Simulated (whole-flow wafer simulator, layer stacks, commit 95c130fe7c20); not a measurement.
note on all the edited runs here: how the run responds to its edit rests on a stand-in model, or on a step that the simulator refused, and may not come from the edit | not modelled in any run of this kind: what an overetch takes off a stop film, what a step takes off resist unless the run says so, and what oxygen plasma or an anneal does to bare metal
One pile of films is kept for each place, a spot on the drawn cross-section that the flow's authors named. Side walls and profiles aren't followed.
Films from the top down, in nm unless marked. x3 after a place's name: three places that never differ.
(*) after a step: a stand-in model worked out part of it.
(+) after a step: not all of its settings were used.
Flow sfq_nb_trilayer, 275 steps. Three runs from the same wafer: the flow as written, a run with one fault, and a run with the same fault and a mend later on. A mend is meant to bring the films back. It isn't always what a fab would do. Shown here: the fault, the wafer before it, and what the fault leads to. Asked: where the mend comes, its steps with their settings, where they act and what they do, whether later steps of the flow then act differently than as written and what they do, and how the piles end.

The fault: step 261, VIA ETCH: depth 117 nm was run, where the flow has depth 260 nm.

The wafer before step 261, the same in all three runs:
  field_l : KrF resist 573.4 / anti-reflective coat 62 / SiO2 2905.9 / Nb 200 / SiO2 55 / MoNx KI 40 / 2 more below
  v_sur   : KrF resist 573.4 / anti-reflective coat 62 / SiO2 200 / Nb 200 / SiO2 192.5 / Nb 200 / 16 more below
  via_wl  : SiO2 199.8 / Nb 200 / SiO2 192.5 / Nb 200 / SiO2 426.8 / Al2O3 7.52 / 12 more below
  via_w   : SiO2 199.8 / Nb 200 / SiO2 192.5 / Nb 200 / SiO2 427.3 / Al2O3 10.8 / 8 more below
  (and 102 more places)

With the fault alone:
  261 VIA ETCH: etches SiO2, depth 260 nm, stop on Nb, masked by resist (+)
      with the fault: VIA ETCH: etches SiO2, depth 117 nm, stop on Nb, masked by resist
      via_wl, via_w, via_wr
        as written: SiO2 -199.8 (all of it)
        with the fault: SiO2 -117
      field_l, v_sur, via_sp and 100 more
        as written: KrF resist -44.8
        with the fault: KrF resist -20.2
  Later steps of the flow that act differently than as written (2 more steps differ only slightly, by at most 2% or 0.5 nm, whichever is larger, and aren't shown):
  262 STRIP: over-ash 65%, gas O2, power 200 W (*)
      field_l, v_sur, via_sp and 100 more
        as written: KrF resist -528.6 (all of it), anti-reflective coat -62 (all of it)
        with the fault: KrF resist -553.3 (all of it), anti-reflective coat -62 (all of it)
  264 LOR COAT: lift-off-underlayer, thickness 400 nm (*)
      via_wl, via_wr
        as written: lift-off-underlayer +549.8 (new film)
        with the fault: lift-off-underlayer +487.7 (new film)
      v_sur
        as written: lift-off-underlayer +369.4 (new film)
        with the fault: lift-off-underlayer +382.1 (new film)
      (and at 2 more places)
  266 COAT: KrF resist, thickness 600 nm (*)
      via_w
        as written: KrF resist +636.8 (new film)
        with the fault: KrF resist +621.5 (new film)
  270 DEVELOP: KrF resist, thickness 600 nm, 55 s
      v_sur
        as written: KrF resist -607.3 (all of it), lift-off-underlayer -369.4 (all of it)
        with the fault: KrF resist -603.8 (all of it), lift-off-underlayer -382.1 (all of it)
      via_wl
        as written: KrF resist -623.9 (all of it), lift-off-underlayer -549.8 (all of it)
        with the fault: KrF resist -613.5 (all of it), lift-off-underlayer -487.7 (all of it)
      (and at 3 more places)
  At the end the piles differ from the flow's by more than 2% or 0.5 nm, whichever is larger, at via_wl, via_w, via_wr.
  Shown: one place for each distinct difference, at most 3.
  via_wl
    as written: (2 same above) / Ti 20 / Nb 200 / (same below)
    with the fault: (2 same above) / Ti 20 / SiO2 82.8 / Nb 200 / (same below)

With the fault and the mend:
  The mend comes after step 262.
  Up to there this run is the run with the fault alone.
  262a COAT: anti-reflective coat, thickness 62 nm (*) (the flow's step 254 once more)
      p4_fl x3, p4_w1 x9, p4_g1 x2 and 63 more
        anti-reflective coat +62 (new film)
      r_sur, res, r_end and 9 more
        anti-reflective coat +61.8 (new film)
      jj_sur, ce_l, c5j, ce_r, sp_r, be_r
        anti-reflective coat +61.7 (new film)
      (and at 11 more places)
  262b COAT: KrF resist, thickness 650 nm (*) (the flow's step 255 once more)
      p4_fl x3, p4_w1 x9, p4_g1 x2 and 63 more
        KrF resist +650 (new film)
      r_sur, res, r_end, moat, field_r, l0v
        KrF resist +649.5 (new film)
      lsp_l, ln_m5, lsp_m, ln_m6, lsp_r, l0_sur
        KrF resist +649.6 (new film)
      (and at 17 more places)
  262c SOFTBAKE: KrF resist (the flow's step 256 once more)
      changes no film at any place that is followed
  262d EXPOSE: photomask I7, dose 11.93 mJ/cm2, NA 0.6, wavelength 248 nm (*) (the flow's step 257 once more)
      changes no film at any place that is followed
  262e PEB: KrF resist, 90 s (the flow's step 258 once more)
      v_sur, gap, jj_sur and 94 more
        KrF resist -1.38
      via_sp, via_v, wire, be, be_sur
        KrF resist -1.37
      via_wl, via_wr
        KrF resist -1.49
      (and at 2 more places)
  262f DEVELOP: KrF resist, thickness 650 nm, 60 s (the flow's step 259 once more)
      field_l, v_sur, via_sp and 100 more
        KrF resist -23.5
      via_wl
        KrF resist -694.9 (all of it)
      via_w
        KrF resist -724.5 (all of it)
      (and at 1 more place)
  262g VIA ETCH: etches anti-reflective coat, depth 125 nm, masked by resist (+) (the flow's step 260 once more)
      field_l, v_sur, via_sp and 100 more
        KrF resist -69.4
      via_wl, via_wr
        anti-reflective coat -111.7 (all of it)
      via_w
        anti-reflective coat -78.5 (all of it), SiO2 -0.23
  262h VIA ETCH: etches SiO2, depth 143 nm, stop on Nb, masked by resist (+) (the flow's step 261 once more, with other settings)
      field_l, v_sur, via_sp and 100 more
        KrF resist -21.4
      via_wl, via_wr
        SiO2 -82.8 (all of it)
      via_w
        SiO2 -82.6 (all of it)
  262i STRIP: over-ash 65%, gas O2, power 200 W (*) (the flow's step 262 once more)
      p4_fl x3, p4_w1 x9, p4_g1 x2 and 63 more
        KrF resist -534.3 (all of it), anti-reflective coat -62 (all of it)
      r_end, moat, field_r and 6 more
        KrF resist -533.8 (all of it), anti-reflective coat -61.8 (all of it)
      jj_sur, ce_l, c5j
        KrF resist -533.5 (all of it), anti-reflective coat -61.7 (all of it)
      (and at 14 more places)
  No later step of the flow acts differently than as written at any place that is followed.
  At the end the piles are the same as the flow's at every place that both follow.
